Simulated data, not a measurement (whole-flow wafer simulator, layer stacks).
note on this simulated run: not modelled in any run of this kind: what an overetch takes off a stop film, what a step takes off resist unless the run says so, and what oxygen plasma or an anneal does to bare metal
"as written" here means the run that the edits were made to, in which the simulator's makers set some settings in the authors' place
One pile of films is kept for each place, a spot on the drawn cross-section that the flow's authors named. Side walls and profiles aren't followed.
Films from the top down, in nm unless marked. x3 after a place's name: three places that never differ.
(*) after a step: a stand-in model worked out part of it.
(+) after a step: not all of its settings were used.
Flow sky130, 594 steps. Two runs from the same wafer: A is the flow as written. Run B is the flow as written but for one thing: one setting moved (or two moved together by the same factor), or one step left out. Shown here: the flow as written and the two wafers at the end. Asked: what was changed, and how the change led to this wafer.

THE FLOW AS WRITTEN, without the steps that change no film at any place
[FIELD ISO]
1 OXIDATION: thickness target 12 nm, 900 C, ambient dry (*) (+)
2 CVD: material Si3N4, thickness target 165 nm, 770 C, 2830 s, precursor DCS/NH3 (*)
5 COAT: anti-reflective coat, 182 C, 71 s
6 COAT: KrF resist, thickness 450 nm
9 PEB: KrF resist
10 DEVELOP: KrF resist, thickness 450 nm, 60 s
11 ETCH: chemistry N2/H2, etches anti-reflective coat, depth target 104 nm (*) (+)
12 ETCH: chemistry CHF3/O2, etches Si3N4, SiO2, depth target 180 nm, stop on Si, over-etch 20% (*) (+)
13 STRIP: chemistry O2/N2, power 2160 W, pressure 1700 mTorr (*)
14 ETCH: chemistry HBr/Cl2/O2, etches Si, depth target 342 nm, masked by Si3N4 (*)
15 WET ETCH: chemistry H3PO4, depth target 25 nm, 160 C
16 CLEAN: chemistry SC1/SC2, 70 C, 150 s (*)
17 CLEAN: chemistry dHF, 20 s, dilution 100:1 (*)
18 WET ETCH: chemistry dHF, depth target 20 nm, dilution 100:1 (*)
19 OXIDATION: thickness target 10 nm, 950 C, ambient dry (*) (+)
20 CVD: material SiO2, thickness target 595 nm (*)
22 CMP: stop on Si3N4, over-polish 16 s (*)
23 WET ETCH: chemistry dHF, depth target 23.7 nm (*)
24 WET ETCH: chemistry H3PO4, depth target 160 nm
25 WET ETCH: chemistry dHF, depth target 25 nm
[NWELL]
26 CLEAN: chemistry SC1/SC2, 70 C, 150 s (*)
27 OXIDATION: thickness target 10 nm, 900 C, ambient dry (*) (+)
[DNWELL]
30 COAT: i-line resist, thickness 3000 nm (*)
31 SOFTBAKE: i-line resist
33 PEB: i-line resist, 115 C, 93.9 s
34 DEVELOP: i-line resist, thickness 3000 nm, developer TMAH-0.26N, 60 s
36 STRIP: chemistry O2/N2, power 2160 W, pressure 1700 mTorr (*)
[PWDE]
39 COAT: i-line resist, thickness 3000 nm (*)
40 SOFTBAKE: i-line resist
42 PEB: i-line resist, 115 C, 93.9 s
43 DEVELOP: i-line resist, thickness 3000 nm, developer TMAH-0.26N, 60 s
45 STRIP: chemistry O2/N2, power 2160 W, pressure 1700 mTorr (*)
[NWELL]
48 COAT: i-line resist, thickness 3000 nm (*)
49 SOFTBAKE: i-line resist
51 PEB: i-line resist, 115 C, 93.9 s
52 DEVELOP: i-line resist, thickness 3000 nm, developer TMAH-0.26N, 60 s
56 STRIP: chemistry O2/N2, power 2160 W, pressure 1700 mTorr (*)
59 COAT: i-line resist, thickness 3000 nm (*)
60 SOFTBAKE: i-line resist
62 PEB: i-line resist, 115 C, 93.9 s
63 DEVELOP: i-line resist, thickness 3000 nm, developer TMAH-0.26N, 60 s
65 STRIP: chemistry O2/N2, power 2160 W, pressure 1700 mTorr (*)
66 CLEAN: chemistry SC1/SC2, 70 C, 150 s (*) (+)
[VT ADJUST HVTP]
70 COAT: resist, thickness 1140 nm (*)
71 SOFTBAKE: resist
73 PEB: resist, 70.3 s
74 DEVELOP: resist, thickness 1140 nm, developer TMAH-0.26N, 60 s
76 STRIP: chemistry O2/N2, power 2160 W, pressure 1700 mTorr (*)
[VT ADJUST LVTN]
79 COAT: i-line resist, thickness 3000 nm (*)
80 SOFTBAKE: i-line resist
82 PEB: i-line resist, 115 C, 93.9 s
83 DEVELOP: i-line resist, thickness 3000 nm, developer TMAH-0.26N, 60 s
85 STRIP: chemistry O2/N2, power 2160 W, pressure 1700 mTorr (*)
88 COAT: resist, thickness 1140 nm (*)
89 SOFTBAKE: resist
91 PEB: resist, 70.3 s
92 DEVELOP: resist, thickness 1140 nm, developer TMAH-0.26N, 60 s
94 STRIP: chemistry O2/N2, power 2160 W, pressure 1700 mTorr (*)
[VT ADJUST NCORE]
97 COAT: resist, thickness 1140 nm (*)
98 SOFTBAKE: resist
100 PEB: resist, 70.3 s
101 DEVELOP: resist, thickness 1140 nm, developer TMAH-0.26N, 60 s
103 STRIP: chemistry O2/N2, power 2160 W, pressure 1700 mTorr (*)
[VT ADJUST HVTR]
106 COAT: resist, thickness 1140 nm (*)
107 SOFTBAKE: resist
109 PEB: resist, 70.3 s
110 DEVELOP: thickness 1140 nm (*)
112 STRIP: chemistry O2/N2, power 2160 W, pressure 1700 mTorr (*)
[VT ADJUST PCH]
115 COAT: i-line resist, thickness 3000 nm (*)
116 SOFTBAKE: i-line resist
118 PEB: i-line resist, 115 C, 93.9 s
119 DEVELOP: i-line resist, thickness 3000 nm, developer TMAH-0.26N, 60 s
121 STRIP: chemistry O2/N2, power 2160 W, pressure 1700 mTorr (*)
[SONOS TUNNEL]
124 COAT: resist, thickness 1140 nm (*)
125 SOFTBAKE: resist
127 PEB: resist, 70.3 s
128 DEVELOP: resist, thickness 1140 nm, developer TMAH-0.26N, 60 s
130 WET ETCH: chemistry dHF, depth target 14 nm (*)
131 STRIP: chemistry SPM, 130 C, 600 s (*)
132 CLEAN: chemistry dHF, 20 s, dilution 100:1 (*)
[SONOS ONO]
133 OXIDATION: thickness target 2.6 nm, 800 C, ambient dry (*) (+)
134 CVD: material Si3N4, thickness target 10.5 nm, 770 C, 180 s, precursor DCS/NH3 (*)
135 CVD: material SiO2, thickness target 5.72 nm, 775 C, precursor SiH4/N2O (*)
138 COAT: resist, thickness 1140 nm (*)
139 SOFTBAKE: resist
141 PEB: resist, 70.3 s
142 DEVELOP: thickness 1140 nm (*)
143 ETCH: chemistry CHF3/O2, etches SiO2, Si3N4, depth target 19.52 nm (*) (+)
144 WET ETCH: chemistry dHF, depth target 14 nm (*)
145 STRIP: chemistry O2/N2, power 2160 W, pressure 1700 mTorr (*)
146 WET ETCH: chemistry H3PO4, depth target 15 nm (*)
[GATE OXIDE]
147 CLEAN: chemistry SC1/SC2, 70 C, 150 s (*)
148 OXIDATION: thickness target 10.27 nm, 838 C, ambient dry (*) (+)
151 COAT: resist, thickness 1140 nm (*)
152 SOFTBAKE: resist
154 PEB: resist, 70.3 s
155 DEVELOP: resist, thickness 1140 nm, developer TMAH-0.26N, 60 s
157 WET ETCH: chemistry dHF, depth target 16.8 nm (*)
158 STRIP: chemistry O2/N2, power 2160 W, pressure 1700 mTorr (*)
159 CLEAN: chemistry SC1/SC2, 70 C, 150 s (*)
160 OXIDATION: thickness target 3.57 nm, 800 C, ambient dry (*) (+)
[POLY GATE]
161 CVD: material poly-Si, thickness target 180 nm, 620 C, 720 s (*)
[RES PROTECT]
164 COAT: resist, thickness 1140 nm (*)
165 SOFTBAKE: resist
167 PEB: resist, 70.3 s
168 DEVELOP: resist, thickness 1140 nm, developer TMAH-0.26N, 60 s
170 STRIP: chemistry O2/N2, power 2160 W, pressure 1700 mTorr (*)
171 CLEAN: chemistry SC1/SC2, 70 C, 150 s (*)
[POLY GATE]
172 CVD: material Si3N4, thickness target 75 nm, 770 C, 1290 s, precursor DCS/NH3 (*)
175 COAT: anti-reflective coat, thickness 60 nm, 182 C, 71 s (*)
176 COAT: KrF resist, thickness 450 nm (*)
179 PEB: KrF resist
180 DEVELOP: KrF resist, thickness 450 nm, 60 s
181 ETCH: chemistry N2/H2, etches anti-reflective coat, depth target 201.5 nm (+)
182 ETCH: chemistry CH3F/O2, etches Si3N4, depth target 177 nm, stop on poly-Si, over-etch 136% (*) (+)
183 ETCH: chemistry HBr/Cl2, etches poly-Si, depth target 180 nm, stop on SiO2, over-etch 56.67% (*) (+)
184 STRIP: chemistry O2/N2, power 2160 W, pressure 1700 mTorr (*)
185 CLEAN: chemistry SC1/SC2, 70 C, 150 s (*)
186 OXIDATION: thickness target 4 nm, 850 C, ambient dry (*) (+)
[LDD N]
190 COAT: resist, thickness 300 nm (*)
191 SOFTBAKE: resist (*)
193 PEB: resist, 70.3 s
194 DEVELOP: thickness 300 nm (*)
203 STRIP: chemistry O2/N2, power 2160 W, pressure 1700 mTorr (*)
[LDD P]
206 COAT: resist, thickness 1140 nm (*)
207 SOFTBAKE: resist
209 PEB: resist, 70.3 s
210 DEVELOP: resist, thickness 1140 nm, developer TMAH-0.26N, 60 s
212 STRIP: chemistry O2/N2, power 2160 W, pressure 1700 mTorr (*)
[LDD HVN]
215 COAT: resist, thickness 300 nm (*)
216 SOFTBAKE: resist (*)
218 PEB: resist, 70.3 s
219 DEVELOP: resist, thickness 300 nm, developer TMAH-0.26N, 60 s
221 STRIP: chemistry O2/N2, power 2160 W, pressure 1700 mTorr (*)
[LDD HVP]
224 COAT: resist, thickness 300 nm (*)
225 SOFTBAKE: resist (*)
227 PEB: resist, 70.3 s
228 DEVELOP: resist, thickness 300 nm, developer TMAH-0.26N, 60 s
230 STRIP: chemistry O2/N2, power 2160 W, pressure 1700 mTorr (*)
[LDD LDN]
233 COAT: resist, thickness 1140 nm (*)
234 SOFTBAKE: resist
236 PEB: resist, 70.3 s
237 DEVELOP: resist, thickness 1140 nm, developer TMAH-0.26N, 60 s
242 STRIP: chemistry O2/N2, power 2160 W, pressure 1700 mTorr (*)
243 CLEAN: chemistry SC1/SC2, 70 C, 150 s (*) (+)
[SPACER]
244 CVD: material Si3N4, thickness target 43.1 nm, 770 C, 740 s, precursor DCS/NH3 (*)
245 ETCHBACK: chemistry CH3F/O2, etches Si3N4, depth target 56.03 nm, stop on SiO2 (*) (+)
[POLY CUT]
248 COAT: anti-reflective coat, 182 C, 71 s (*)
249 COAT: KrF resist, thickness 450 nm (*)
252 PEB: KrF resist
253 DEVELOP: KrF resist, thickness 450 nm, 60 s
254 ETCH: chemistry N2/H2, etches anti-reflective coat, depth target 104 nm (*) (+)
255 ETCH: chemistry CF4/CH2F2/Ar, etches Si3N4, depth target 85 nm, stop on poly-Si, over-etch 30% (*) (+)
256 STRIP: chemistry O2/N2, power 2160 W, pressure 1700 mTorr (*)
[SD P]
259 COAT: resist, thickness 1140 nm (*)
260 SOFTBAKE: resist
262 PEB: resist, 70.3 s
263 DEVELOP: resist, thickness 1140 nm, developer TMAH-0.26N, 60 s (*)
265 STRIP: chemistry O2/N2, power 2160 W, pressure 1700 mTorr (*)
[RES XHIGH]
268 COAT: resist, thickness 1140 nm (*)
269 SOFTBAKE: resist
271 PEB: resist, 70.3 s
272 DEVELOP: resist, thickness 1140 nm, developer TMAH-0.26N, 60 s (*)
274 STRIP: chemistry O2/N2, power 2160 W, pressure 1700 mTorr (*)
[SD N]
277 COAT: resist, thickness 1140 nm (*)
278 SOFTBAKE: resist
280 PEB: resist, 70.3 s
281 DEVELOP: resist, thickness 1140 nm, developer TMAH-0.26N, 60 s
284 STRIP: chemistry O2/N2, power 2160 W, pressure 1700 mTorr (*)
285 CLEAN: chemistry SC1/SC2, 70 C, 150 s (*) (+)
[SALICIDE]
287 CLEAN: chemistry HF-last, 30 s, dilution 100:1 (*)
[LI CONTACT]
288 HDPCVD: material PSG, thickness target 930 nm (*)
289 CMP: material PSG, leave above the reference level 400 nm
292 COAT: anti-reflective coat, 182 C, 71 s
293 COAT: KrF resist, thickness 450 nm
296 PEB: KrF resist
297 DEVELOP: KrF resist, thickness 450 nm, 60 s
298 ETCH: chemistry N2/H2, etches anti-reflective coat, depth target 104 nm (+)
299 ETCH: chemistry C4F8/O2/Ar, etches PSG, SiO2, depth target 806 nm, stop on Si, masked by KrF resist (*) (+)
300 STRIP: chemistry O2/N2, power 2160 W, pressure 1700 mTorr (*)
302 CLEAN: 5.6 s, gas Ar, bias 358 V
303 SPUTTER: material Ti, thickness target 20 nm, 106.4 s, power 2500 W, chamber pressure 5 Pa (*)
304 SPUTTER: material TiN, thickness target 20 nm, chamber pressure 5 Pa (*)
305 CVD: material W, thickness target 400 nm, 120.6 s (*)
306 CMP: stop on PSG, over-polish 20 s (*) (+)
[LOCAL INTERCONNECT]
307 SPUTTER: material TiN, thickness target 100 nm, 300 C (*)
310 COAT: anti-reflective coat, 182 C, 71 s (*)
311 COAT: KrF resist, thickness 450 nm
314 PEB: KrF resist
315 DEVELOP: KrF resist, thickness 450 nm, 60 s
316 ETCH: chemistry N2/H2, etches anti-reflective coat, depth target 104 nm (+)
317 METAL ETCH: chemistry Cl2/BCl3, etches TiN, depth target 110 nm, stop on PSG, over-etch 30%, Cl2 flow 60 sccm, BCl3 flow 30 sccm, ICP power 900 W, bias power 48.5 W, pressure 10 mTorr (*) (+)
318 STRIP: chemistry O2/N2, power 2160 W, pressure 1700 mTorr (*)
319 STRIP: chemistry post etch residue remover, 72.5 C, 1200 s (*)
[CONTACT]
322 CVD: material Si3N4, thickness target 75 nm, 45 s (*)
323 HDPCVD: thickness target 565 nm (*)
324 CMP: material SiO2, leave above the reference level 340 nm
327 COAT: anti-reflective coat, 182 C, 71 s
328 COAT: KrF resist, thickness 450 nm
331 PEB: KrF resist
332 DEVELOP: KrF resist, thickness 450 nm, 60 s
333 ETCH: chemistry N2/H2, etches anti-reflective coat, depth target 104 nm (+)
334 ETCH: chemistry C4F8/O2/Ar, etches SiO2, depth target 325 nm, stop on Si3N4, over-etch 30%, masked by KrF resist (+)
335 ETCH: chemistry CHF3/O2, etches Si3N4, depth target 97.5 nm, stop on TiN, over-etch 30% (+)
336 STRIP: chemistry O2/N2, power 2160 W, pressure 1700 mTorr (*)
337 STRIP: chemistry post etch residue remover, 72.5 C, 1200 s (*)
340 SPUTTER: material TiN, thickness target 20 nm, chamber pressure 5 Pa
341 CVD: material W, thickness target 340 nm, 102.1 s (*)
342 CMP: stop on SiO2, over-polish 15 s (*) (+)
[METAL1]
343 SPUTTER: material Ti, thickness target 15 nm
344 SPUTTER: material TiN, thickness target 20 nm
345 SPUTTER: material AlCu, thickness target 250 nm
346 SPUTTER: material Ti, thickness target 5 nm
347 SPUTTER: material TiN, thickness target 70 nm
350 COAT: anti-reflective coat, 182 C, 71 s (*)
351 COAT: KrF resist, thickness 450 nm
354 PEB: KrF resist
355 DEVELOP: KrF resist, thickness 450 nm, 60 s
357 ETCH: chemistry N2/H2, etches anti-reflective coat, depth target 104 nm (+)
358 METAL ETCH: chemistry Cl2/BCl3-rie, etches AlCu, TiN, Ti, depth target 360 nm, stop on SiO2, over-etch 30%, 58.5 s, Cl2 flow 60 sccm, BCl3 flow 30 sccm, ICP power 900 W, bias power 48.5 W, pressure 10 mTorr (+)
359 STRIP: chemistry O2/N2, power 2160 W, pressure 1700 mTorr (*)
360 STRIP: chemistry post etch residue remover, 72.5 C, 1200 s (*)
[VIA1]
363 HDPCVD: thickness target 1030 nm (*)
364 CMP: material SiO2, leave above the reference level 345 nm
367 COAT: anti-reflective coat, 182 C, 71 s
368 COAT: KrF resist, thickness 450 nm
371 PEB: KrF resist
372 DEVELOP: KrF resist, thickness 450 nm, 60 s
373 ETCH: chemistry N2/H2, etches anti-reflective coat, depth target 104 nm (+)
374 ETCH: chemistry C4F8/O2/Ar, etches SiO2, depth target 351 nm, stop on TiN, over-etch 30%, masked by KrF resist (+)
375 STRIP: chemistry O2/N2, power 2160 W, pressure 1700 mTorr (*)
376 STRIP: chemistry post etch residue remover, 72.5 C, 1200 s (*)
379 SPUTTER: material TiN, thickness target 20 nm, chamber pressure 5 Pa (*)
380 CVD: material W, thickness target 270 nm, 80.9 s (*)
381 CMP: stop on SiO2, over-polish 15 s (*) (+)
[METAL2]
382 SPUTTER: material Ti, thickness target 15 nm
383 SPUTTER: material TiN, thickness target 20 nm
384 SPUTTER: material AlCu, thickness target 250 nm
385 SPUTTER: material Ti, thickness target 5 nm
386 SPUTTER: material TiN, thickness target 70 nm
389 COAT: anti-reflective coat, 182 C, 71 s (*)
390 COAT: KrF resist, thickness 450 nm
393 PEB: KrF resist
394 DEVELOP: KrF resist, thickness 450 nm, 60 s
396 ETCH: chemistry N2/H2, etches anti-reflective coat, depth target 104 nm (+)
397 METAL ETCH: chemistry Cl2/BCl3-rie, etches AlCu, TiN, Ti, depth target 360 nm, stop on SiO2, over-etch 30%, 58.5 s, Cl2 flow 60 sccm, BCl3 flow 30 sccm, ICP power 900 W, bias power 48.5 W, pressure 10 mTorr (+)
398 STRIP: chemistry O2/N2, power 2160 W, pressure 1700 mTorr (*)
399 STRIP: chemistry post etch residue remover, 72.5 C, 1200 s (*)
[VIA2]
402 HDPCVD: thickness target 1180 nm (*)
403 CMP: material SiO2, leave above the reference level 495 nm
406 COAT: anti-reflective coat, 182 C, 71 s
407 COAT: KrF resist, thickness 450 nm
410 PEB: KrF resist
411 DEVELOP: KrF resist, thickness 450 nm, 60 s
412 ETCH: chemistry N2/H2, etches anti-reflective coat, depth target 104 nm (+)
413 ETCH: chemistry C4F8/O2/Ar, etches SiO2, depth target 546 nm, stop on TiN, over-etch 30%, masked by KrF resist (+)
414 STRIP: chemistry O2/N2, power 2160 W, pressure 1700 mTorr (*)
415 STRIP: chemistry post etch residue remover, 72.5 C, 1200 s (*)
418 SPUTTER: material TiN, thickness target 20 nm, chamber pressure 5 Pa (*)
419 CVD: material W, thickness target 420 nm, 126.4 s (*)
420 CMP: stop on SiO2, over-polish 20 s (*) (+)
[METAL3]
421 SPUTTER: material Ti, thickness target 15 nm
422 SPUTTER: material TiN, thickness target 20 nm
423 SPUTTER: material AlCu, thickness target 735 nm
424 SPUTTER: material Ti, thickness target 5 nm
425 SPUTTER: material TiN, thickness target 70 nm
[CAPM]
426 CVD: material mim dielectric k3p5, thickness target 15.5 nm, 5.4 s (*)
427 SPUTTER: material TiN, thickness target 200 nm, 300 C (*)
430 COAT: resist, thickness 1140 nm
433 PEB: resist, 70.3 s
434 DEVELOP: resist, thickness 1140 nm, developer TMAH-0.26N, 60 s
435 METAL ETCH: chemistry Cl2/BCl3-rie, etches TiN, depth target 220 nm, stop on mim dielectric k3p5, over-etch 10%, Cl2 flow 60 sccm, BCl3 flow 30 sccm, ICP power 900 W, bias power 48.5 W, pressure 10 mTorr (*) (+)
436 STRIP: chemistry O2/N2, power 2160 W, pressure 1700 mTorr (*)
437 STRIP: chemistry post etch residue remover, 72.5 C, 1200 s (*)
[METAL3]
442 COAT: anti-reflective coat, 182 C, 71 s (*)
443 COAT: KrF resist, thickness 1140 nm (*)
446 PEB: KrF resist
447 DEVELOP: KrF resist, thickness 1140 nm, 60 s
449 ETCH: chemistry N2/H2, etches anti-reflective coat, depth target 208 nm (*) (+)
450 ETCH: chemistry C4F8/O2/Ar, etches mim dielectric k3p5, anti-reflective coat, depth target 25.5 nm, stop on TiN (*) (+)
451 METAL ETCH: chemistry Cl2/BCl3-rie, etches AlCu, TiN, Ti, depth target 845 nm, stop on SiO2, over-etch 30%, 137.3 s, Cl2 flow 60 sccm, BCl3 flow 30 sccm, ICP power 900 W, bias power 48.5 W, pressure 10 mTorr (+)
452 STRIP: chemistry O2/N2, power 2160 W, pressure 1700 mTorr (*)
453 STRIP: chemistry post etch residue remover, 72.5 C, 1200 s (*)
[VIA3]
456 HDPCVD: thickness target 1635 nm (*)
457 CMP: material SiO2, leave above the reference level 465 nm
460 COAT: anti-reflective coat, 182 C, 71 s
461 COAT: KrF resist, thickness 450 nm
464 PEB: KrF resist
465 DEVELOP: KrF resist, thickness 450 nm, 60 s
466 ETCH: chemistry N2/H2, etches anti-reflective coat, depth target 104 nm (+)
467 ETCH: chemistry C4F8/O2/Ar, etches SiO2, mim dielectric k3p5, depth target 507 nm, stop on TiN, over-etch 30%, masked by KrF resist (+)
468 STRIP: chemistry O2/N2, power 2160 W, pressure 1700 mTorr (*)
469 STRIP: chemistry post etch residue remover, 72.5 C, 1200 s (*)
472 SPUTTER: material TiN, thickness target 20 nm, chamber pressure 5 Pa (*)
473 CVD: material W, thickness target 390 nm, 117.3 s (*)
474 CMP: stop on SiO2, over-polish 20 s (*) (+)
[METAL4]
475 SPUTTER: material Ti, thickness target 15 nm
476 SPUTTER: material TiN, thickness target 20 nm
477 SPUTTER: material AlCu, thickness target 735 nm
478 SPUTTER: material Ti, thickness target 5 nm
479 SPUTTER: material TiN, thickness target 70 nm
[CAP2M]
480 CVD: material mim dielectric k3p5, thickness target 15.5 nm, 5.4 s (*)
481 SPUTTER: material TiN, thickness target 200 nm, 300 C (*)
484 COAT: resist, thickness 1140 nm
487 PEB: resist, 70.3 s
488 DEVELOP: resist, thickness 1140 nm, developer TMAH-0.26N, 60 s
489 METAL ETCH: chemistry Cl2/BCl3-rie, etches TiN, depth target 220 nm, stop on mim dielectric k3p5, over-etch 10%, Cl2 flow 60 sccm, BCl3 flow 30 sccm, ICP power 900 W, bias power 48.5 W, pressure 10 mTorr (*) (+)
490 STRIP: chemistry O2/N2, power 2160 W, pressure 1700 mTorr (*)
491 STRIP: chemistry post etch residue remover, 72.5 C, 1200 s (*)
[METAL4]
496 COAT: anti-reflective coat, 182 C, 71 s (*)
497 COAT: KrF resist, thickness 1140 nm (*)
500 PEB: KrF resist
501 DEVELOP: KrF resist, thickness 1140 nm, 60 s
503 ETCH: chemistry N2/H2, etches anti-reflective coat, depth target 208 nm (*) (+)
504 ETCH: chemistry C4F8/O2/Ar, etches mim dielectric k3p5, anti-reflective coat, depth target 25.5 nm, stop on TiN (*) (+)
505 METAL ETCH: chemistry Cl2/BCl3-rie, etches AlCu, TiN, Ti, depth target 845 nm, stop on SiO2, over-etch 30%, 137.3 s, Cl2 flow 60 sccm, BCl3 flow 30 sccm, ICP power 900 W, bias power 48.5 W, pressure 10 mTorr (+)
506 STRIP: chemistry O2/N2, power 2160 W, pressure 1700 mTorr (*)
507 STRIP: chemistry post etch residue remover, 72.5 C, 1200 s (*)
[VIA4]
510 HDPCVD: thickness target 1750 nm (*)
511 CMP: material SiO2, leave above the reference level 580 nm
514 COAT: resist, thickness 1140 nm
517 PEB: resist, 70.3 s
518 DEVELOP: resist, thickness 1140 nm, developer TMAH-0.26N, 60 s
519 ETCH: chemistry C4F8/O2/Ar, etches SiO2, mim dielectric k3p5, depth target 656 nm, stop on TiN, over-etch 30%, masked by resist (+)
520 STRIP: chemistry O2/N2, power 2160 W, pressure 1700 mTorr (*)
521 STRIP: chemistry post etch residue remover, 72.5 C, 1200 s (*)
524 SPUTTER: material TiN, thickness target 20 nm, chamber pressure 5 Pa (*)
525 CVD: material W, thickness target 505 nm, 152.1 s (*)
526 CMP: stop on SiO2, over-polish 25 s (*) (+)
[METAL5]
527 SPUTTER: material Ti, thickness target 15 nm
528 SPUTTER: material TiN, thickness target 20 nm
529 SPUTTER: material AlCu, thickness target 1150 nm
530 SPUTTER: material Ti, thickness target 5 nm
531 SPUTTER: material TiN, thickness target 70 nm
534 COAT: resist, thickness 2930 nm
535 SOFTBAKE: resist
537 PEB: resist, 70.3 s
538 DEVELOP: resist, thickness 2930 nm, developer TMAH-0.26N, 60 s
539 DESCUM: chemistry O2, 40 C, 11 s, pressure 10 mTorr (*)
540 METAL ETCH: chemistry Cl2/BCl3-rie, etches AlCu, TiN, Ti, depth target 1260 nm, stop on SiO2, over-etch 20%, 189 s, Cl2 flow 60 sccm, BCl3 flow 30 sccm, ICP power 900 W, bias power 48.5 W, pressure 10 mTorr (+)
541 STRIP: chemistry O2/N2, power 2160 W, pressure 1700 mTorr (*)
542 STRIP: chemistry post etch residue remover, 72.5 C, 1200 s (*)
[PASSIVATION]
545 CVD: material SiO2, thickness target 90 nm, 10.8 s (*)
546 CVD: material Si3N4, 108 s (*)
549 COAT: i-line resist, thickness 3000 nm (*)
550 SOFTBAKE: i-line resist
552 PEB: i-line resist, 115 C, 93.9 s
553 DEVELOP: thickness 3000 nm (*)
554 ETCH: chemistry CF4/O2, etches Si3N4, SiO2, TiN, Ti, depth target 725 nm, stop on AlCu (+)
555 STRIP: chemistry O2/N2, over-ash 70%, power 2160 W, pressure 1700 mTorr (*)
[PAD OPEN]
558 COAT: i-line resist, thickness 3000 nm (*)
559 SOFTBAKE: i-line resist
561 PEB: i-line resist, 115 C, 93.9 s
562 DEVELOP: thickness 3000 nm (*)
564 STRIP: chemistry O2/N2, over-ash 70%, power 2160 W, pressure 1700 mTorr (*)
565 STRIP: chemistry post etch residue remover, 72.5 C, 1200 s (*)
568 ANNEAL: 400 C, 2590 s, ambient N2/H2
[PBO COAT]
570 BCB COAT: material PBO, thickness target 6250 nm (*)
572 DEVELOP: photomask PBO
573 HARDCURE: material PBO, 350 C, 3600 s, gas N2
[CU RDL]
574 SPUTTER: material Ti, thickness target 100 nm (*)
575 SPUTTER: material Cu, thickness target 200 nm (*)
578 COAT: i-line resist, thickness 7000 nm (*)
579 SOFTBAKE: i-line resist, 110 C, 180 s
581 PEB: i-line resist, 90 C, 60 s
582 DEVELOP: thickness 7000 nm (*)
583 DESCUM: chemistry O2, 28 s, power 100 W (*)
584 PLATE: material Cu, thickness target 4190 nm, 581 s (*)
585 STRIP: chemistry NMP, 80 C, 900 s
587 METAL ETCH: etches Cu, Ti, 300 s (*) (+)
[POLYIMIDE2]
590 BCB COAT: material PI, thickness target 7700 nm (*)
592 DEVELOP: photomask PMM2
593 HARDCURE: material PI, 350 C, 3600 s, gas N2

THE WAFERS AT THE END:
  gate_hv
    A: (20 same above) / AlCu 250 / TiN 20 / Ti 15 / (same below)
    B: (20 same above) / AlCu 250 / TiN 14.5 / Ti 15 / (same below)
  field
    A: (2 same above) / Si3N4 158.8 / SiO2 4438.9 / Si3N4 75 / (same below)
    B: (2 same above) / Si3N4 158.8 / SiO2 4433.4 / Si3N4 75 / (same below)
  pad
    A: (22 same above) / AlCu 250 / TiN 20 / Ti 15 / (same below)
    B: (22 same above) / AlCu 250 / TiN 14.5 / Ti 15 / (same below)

The cause: step 383, SPUTTER: thickness target 14.5 nm was run, where the flow has thickness target 20 nm.
It can be read off the wafer: gate_hv has TiN 14.5, and step 383 as written asks for 20 nm.

How the change led to this, step by step:
  383 SPUTTER: material TiN, thickness target 20 nm
      field, active, n_well and 188 more: A TiN +20 (new film) | B TiN +14.5 (new film)
  397 METAL ETCH: chemistry Cl2/BCl3-rie, etches AlCu, TiN, Ti, depth target 360 nm, stop on SiO2, over-etch 30%, 58.5 s, Cl2 flow 60 sccm, BCl3 flow 30 sccm, ICP power 900 W, bias power 48.5 W, pressure 10 mTorr (+)
      field, active, gate and 82 more: A TiN -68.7 (all of it), Ti -5 (all of it), AlCu -250 (all of it), TiN -20 (all of it), Ti -15 (all of it), SiO2 -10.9 | B TiN -68.7 (all of it), Ti -5 (all of it), AlCu -250 (all of it), TiN -14.5 (all of it), Ti -15 (all of it), SiO2 -11.5
